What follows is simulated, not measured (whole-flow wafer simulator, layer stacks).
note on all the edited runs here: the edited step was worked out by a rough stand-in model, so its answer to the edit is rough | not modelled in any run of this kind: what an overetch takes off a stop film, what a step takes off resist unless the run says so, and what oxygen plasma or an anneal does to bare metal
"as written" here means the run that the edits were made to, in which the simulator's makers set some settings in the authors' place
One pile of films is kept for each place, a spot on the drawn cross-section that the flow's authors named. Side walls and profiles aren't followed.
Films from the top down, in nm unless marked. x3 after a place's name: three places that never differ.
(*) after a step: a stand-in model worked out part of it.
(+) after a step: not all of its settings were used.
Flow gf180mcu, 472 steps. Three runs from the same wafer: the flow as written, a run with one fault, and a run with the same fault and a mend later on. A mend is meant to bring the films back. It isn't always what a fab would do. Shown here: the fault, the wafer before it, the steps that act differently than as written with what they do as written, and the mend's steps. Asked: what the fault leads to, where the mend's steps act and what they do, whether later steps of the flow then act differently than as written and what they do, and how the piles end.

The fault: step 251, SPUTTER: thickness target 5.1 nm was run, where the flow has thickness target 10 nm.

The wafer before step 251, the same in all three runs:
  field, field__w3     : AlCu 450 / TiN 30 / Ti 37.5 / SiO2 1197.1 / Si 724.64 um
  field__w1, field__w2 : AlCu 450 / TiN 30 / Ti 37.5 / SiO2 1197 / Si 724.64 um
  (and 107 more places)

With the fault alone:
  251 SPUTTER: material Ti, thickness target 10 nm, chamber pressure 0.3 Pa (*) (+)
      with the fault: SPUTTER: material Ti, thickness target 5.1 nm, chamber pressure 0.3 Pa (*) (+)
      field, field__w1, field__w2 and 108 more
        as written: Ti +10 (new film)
        with the fault: Ti +5.1 (new film)
  Later steps of the flow that act differently than as written (5 more steps differ only slightly, by at most 2% or 0.5 nm, whichever is larger, and aren't shown):
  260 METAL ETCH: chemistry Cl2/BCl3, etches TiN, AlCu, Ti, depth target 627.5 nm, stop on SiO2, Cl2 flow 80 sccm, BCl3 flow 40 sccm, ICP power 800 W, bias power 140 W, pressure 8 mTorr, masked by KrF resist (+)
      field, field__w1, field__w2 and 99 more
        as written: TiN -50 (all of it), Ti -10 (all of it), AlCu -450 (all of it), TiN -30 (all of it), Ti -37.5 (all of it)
        with the fault: TiN -50 (all of it), Ti -5.1 (all of it), AlCu -450 (all of it), TiN -30 (all of it), Ti -37.5 (all of it)
  At the end the piles differ from the flow's by more than 2% or 0.5 nm, whichever is larger, at field__w8, contact, m1 and 6 more.
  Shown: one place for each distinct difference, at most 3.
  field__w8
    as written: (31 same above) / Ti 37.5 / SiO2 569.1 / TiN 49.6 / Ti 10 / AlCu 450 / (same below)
    with the fault: (31 same above) / Ti 37.5 / SiO2 574 / TiN 49.6 / Ti 5.1 / AlCu 450 / (same below)
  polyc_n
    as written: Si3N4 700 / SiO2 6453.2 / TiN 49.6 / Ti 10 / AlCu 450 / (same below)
    with the fault: Si3N4 700 / SiO2 6458.1 / TiN 49.6 / Ti 5.1 / AlCu 450 / (same below)
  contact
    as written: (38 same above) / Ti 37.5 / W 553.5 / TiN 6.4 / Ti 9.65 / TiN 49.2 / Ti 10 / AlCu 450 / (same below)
    with the fault: (38 same above) / Ti 37.5 / W 558.4 / TiN 6.39 / Ti 9.63 / TiN 49.2 / Ti 5.1 / AlCu 450 / (same below)

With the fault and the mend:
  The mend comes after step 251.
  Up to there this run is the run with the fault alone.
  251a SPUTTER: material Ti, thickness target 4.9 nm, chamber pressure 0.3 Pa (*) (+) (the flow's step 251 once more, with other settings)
      field, field__w1, field__w2 and 108 more
        Ti +4.9
  No later step of the flow acts differently than as written at any place that is followed.
  At the end the piles are the same as the flow's at every place that both follow.
